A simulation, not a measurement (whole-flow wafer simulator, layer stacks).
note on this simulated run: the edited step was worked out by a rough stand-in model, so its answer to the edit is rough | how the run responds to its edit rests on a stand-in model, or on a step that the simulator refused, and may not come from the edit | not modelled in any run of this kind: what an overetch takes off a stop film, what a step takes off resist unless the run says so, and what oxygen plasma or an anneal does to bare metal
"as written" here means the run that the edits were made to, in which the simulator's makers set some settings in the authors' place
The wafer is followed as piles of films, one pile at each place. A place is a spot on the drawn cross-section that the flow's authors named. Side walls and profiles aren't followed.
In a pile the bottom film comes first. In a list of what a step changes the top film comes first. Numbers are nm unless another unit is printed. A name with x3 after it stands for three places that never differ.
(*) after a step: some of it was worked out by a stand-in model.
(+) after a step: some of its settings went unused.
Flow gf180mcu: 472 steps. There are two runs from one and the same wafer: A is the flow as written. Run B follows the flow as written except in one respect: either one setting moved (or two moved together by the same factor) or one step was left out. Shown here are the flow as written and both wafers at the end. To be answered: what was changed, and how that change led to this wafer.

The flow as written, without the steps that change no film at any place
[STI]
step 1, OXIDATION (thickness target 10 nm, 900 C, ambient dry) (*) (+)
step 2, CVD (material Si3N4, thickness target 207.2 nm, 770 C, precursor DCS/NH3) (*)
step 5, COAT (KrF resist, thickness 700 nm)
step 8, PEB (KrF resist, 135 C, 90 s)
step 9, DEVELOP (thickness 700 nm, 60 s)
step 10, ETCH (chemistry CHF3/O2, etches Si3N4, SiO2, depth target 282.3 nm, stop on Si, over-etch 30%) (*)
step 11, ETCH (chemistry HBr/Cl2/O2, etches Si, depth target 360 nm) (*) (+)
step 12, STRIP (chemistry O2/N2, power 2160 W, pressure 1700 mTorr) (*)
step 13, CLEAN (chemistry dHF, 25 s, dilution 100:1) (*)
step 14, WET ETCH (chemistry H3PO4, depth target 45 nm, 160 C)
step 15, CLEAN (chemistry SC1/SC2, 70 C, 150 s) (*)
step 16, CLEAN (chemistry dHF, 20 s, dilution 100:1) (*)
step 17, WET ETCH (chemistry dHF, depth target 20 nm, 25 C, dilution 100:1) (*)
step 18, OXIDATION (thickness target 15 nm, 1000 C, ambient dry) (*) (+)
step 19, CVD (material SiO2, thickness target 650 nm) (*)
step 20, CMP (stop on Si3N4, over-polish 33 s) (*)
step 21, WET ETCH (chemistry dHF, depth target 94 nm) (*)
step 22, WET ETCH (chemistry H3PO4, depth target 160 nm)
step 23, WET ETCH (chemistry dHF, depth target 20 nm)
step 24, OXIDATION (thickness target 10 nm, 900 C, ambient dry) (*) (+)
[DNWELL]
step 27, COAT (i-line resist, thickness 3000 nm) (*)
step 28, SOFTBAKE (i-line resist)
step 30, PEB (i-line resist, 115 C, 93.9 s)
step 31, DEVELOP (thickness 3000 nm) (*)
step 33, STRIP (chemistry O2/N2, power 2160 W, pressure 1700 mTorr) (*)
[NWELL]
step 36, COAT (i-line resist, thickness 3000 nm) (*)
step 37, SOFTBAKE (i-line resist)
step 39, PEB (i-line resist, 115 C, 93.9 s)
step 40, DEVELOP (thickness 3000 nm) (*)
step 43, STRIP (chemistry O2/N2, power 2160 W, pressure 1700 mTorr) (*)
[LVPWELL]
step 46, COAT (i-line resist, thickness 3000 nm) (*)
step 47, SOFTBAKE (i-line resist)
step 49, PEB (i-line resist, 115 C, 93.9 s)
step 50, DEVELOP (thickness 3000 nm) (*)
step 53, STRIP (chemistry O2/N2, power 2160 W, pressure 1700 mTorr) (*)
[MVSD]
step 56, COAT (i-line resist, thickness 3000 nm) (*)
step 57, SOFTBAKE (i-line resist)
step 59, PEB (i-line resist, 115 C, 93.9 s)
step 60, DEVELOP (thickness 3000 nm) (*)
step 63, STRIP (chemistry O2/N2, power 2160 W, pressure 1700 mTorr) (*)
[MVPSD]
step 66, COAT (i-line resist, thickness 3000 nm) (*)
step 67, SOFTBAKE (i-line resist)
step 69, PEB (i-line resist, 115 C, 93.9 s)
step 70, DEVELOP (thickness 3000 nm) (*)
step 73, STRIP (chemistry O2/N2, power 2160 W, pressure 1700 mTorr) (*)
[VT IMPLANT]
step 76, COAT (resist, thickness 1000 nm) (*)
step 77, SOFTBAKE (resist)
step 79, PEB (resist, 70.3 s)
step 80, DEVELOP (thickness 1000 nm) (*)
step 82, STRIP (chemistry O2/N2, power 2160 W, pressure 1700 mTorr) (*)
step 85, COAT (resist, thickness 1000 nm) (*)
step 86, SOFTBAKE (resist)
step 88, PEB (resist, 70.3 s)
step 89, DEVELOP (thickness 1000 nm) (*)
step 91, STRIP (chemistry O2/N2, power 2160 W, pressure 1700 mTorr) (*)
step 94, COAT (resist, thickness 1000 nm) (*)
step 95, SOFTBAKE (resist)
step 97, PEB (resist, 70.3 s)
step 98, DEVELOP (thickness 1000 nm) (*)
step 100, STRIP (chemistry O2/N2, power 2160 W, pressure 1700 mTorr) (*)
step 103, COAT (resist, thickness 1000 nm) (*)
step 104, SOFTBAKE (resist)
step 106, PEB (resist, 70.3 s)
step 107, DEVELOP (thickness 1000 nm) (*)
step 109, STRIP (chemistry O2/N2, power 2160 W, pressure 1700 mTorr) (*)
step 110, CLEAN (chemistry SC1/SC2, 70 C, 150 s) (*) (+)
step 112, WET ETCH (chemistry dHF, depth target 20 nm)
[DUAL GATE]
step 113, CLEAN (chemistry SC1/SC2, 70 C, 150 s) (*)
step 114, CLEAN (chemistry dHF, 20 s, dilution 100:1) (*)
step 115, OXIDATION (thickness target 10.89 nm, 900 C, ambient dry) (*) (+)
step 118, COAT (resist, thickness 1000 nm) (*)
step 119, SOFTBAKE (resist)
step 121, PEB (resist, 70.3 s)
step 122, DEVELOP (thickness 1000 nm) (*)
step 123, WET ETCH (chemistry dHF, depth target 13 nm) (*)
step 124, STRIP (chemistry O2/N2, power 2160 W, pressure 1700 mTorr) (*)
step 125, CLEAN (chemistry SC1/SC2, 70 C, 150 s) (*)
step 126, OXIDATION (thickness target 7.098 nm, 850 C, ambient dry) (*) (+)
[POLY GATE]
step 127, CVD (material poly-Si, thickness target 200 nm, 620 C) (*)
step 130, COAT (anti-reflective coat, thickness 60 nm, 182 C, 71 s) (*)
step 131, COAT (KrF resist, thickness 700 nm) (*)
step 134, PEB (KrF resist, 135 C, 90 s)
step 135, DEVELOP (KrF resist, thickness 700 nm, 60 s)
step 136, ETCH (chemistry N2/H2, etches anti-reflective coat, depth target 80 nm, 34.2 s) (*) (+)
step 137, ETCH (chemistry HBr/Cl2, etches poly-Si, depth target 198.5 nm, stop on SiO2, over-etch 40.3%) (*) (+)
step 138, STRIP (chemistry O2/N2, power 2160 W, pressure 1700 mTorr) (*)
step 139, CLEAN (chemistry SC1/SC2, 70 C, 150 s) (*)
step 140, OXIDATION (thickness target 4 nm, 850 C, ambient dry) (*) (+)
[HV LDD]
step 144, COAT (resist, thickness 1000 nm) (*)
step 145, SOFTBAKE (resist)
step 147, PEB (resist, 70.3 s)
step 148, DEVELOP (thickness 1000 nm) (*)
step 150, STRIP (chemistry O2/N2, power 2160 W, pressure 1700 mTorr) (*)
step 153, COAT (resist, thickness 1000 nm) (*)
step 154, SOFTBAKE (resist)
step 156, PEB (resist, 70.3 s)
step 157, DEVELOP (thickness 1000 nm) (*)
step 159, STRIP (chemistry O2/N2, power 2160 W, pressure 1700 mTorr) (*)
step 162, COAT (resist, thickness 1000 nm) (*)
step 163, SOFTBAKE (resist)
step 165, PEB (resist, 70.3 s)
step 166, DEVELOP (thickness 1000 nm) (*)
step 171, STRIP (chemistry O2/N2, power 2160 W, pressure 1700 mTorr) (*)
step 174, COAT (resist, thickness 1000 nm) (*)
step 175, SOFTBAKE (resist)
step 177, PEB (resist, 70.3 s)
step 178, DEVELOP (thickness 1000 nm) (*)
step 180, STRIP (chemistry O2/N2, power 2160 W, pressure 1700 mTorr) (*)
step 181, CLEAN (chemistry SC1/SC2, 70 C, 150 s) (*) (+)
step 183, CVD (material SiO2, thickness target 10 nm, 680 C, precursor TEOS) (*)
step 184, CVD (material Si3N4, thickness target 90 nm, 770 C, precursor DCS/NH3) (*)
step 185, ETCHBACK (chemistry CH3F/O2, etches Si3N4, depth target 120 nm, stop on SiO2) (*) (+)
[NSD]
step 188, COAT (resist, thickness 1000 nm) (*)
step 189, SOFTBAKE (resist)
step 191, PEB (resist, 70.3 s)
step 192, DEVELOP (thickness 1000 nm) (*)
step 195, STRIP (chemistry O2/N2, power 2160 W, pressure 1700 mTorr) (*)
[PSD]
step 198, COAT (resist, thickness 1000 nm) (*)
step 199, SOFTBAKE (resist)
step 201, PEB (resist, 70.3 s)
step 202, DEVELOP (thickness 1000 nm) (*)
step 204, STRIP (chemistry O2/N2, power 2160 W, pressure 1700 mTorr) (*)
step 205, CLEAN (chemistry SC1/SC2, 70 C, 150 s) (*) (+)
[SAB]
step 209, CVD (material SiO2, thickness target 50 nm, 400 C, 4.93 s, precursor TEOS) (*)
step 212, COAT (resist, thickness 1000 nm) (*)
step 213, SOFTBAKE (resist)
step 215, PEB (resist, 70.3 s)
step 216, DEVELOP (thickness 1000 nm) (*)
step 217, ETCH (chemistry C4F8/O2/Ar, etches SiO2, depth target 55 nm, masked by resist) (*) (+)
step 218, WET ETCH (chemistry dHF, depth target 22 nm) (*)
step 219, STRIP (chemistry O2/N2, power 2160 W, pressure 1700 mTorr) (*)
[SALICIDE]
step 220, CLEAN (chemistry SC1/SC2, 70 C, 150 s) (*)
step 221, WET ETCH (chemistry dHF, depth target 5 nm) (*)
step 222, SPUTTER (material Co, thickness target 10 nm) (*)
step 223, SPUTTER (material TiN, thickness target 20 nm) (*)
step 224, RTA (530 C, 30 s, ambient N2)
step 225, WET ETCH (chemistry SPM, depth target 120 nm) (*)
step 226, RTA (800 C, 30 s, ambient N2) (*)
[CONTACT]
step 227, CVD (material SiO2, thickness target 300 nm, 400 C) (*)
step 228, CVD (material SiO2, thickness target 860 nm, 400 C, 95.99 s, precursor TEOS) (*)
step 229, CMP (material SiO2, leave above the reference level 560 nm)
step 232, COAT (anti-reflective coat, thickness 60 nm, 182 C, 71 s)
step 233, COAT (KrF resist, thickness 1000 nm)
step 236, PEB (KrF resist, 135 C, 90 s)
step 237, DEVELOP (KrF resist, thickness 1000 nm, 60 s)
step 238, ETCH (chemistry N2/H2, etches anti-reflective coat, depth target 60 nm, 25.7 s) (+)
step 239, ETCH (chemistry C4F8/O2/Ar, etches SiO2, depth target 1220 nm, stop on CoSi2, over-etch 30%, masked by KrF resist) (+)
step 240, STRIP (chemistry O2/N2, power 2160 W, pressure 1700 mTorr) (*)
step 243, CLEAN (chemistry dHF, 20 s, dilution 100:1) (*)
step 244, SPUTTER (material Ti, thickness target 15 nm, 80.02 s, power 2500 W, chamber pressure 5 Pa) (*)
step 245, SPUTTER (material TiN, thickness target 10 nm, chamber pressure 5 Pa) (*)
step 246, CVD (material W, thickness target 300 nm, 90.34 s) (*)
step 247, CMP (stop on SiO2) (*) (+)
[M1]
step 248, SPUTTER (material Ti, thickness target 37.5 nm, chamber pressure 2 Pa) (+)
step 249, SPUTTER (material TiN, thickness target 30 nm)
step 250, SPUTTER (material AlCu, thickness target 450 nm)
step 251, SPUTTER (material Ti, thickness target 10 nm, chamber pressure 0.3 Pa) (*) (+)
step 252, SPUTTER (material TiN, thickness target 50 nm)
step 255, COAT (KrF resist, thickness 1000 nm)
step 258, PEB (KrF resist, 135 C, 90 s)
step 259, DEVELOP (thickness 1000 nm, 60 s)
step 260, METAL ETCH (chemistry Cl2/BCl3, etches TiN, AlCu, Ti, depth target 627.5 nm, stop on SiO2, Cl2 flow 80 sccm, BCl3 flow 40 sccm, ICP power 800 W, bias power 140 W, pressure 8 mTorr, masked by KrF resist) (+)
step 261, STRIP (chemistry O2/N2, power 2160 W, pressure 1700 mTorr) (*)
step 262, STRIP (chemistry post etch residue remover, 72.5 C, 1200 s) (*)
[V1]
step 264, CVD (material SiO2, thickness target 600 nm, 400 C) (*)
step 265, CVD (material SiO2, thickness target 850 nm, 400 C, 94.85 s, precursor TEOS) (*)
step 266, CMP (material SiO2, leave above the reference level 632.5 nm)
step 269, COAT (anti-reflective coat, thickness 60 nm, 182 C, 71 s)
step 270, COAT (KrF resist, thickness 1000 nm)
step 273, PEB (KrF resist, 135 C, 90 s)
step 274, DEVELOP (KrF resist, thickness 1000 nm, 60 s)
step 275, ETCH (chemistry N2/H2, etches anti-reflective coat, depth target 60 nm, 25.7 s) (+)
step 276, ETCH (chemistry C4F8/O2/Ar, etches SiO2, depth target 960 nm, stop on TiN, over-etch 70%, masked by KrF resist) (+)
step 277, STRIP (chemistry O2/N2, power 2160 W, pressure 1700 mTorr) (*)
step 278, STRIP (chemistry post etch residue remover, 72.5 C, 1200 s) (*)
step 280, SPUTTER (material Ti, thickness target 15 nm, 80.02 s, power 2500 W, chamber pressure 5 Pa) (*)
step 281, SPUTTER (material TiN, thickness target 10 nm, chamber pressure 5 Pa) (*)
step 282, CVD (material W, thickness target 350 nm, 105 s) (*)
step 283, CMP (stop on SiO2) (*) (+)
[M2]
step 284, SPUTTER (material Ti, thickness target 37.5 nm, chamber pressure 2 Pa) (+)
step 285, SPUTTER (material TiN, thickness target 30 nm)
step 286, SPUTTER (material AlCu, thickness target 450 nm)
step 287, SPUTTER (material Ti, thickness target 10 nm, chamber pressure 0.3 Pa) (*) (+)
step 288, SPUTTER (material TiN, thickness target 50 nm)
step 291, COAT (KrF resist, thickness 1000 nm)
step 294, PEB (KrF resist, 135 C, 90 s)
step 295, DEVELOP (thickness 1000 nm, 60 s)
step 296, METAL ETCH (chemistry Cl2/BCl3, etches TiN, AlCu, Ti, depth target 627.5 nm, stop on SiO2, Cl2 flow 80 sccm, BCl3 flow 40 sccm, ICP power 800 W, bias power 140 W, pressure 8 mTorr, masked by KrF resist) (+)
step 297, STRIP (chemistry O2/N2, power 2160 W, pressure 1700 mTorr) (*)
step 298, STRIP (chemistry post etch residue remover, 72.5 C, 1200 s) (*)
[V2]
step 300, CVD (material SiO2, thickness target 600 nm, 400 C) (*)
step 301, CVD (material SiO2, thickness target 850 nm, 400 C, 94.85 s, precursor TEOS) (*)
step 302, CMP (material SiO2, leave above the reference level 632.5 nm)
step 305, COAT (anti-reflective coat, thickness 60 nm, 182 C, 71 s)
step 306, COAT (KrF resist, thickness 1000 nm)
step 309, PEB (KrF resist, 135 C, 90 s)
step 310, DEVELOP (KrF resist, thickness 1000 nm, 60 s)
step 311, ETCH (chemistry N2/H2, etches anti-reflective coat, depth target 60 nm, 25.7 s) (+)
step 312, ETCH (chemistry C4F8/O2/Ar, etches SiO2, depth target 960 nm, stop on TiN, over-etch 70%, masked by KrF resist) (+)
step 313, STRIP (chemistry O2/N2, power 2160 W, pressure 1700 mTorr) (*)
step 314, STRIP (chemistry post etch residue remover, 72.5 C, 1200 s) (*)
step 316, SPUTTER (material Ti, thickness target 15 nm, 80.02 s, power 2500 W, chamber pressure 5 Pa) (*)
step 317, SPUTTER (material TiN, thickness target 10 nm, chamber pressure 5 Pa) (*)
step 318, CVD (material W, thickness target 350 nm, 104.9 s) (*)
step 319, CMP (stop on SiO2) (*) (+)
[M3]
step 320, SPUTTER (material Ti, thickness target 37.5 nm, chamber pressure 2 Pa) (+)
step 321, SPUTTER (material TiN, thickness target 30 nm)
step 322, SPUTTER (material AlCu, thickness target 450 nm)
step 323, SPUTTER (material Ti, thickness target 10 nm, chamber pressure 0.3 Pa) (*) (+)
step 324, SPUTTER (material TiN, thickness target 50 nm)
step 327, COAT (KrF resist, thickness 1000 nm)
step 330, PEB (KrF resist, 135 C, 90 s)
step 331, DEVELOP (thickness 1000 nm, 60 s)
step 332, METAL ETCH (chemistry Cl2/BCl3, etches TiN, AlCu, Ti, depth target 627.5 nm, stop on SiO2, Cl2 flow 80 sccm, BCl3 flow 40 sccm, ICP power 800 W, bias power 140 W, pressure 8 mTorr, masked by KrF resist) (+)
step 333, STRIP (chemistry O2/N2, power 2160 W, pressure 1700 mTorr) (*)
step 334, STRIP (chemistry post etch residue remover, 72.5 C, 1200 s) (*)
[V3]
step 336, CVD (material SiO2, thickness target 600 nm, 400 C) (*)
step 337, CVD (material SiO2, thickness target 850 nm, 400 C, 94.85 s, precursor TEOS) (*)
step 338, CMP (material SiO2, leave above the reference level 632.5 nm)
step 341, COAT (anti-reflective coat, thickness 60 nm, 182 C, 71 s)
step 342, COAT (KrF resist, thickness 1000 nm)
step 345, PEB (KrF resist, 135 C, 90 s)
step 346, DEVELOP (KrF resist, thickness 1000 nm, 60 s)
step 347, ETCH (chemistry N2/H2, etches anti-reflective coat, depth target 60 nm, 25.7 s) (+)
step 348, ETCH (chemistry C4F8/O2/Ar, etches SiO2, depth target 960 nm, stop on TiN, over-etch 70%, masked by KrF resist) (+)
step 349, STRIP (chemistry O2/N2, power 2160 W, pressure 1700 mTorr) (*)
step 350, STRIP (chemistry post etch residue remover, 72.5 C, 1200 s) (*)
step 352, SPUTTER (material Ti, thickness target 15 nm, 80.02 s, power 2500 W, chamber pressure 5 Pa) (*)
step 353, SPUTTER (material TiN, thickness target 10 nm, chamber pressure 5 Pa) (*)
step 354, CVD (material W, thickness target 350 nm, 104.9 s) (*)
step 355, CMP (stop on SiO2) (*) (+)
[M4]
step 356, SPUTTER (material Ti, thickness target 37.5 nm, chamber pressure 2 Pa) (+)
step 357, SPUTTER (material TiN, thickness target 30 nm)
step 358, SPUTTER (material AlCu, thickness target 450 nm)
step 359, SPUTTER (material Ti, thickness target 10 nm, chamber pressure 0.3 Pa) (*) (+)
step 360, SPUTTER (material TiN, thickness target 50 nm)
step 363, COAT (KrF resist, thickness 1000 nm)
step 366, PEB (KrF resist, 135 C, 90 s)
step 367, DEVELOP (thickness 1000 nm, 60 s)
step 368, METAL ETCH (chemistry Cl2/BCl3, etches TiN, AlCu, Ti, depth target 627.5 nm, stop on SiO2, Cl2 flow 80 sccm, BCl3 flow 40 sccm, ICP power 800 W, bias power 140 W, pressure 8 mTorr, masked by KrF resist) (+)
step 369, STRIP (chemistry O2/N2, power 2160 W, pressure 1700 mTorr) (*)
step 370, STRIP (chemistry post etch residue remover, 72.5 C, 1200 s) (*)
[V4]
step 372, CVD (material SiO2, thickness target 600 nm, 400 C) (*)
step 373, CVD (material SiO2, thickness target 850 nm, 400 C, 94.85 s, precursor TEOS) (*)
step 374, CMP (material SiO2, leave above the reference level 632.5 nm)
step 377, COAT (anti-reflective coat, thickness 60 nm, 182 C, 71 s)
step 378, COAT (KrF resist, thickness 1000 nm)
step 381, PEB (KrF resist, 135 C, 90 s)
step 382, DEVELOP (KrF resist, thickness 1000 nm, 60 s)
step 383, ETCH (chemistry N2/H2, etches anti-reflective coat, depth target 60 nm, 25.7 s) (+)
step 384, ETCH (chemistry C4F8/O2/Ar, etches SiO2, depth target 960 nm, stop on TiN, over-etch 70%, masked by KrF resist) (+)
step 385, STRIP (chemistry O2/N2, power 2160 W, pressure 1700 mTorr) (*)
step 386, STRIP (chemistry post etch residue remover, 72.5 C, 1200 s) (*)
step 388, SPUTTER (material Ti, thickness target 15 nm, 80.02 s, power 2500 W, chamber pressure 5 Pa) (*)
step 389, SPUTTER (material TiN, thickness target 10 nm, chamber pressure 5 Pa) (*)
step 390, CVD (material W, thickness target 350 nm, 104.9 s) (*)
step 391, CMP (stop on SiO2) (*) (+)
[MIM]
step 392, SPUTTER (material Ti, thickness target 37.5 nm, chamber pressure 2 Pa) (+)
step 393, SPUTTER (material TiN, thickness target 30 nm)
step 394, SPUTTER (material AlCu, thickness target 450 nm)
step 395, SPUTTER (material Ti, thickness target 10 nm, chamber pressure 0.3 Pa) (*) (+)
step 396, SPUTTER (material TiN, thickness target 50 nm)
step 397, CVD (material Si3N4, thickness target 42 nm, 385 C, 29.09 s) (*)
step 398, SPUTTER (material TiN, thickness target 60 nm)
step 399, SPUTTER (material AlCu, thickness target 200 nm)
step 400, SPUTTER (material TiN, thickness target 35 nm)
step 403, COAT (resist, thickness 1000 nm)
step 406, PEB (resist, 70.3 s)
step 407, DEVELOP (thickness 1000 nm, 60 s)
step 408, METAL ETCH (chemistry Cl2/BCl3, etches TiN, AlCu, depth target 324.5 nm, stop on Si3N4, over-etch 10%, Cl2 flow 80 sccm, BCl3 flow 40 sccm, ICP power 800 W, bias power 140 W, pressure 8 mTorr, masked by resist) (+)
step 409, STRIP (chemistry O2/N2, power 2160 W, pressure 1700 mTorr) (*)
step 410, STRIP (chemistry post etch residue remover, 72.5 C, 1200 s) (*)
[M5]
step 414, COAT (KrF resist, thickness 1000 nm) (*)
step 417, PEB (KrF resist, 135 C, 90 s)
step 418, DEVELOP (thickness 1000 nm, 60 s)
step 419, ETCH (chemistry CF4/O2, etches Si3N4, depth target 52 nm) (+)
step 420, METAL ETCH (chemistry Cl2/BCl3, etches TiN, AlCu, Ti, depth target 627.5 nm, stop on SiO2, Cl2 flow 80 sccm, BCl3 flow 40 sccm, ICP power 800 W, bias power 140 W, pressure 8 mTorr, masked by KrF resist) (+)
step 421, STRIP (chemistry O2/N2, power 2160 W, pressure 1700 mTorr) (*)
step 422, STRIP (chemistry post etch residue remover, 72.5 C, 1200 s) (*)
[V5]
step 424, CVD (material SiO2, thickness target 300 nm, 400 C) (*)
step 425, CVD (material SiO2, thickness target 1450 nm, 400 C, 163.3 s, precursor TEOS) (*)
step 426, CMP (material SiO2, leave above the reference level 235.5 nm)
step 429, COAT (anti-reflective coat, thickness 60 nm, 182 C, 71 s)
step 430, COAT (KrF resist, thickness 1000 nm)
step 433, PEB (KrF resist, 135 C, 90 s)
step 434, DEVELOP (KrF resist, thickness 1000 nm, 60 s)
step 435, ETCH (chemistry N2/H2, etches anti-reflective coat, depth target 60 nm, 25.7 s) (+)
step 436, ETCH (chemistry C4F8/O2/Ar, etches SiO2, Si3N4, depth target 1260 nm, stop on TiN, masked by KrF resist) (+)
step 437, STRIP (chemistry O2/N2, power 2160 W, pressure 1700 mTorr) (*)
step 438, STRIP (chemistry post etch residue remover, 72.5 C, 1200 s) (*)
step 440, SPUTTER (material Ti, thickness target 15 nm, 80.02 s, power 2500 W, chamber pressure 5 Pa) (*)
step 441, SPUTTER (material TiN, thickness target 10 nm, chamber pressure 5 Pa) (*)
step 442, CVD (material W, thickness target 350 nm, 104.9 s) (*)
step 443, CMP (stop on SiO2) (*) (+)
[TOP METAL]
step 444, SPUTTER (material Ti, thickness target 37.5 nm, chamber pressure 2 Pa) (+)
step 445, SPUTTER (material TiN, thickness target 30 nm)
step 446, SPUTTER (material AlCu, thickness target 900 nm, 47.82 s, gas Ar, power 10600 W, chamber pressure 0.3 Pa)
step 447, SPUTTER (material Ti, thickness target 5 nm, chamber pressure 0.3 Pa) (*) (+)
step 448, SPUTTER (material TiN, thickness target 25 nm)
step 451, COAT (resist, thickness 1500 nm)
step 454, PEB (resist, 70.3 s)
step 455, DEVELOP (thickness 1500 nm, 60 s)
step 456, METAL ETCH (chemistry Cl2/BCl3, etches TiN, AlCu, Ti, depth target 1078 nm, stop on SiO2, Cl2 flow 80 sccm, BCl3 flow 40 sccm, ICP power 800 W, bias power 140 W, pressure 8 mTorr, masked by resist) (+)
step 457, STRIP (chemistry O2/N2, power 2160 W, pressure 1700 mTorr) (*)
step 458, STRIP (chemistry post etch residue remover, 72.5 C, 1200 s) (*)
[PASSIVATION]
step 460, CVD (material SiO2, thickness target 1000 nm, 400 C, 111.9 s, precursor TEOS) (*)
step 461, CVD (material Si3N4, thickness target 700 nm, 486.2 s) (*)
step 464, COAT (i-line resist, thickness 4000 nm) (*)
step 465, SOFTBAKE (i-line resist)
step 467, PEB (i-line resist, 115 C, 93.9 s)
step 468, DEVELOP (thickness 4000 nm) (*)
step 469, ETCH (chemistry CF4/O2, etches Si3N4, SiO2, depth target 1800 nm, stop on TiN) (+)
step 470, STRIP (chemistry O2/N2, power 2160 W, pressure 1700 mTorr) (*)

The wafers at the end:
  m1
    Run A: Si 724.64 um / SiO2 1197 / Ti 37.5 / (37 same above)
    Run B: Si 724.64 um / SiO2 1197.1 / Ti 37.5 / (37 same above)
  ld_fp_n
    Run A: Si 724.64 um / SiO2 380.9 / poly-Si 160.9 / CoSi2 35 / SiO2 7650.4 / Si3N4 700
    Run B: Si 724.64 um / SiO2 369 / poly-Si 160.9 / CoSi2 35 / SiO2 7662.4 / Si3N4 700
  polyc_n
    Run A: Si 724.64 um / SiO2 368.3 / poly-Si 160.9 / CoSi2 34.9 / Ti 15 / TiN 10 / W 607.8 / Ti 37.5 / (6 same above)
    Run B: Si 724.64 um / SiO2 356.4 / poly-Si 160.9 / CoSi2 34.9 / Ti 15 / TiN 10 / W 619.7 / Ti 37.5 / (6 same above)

The reason: step 21, WET ETCH: depth target 106 nm was run, though the flow has depth target 94 nm.

Step by step, how the change led to this:
  step 21, WET ETCH (chemistry dHF, depth target 94 nm) (*)
      active, n_well, p_well and 40 more: A -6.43 Si3N4 | B -7.24 Si3N4
      field, field_sub, sti and 34 more: A -94 SiO2 | B -106 SiO2
  step 28, SOFTBAKE (i-line resist)
      nw_enc_fld: A -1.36 i-line resist | B +2.49 i-line resist
      ldn_fp, ldn_drn: A +4.83 i-line resist | B +3.4 i-line resist
      (also at 38 further places)
  step 37, SOFTBAKE (i-line resist)
      nw_enc_fld: A -1.36 i-line resist | B +2.49 i-line resist
      ldn_fp, ldn_drn: A +4.83 i-line resist | B +3.4 i-line resist
      (also at 38 further places)
  step 47, SOFTBAKE (i-line resist)
      nw_enc_fld: A -1.36 i-line resist | B +2.49 i-line resist
      ldn_fp, ldn_drn: A +4.83 i-line resist | B +3.4 i-line resist
      (also at 38 further places)
  step 57, SOFTBAKE (i-line resist)
      nw_enc_fld: A -1.36 i-line resist | B +2.49 i-line resist
      ldn_fp, ldn_drn: A +4.83 i-line resist | B +3.4 i-line resist
      (also at 38 further places)
  step 67, SOFTBAKE (i-line resist)
      nw_enc_fld: A -1.36 i-line resist | B +2.49 i-line resist
      ldn_fp, ldn_drn: A +4.83 i-line resist | B +3.4 i-line resist
      (also at 38 further places)
  step 77, SOFTBAKE (resist)
      gate_p_hv: A +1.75 resist | B +1.13 resist
      iso_ptap_sub: A +1.9 resist | B +1.34 resist
      (also at 1 further place)
  step 86, SOFTBAKE (resist)
      gate_p_hv: A +1.75 resist | B +1.13 resist
      iso_ptap_sub: A +1.9 resist | B +1.34 resist
      (also at 1 further place)
  step 95, SOFTBAKE (resist)
      gate_p_hv: A +1.75 resist | B +1.13 resist
      iso_ptap_sub: A +1.9 resist | B +1.34 resist
      (also at 1 further place)
  step 104, SOFTBAKE (resist)
      gate_p_hv: A +1.75 resist | B +1.13 resist
      iso_ptap_sub: A +1.9 resist | B +1.34 resist
      (also at 1 further place)
  step 119, SOFTBAKE (resist)
      field_sub: A -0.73 resist | B -0.19 resist
      gate_p_hv: A +0.83 resist | B +0.2 resist
      (also at 1 further place)
  step 130, COAT (anti-reflective coat, thickness 60 nm, 182 C, 71 s) (*)
      p_well, spacer, sd_n: A +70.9 anti-reflective coat (new film) | B +59.4 anti-reflective coat (new film)
      ldn_ch, ldp_ch: A +66.7 anti-reflective coat (new film) | B +62.6 anti-reflective coat (new film)
      (also at 71 further places)
  step 136, ETCH (chemistry N2/H2, etches anti-reflective coat, depth target 80 nm, 34.2 s) (*) (+)
      p_well, spacer, sd_n: A -70.9 anti-reflective coat (all of it), -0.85 poly-Si | B -59.4 anti-reflective coat (all of it), -1.14 poly-Si
      field__w1: A -50.8 anti-reflective coat (all of it), -1.37 poly-Si | B -56.7 anti-reflective coat (all of it), -1.21 poly-Si
      (also at 51 further places)
  step 138, STRIP (chemistry O2/N2, power 2160 W, pressure 1700 mTorr) (*)
      gate: A +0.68 chemical SiO2 (new film), -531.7 KrF resist (all of it), -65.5 anti-reflective coat (all of it), -0.3 poly-Si | B +0.69 chemical SiO2 (new film), -530.2 KrF resist (all of it), -60.3 anti-reflective coat (all of it), -0.3 poly-Si
      gate_hv: A +0.68 chemical SiO2 (new film), -528.4 KrF resist (all of it), -61 anti-reflective coat (all of it), -0.3 poly-Si | B +0.69 chemical SiO2 (new film), -525.4 KrF resist (all of it), -59.2 anti-reflective coat (all of it), -0.3 poly-Si
      (also at 19 further places)
  step 144, COAT (resist, thickness 1000 nm) (*)
      field__w6: A +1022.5 resist (new film) | B +1052.1 resist (new film)
  step 145, SOFTBAKE (resist)
      field: A -0.3 resist | B +2.83 resist
      nw_enc_fld_lv__w3: A +2.63 resist | B -0.95 resist
      (also at 7 further places)
  ... 20 further steps ...
  step 229, CMP (material SiO2, leave above the reference level 560 nm)
      ldn_sep__w1, ldn_sep__w2, ldn_dft and 6 more: A -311 SiO2 | B -299 SiO2
      sti, mim_1p0, pad, dice_street, iso_nw_fld, iso_fld_sub: A -296.8 SiO2 | B -284.9 SiO2
      (also at 52 further places)
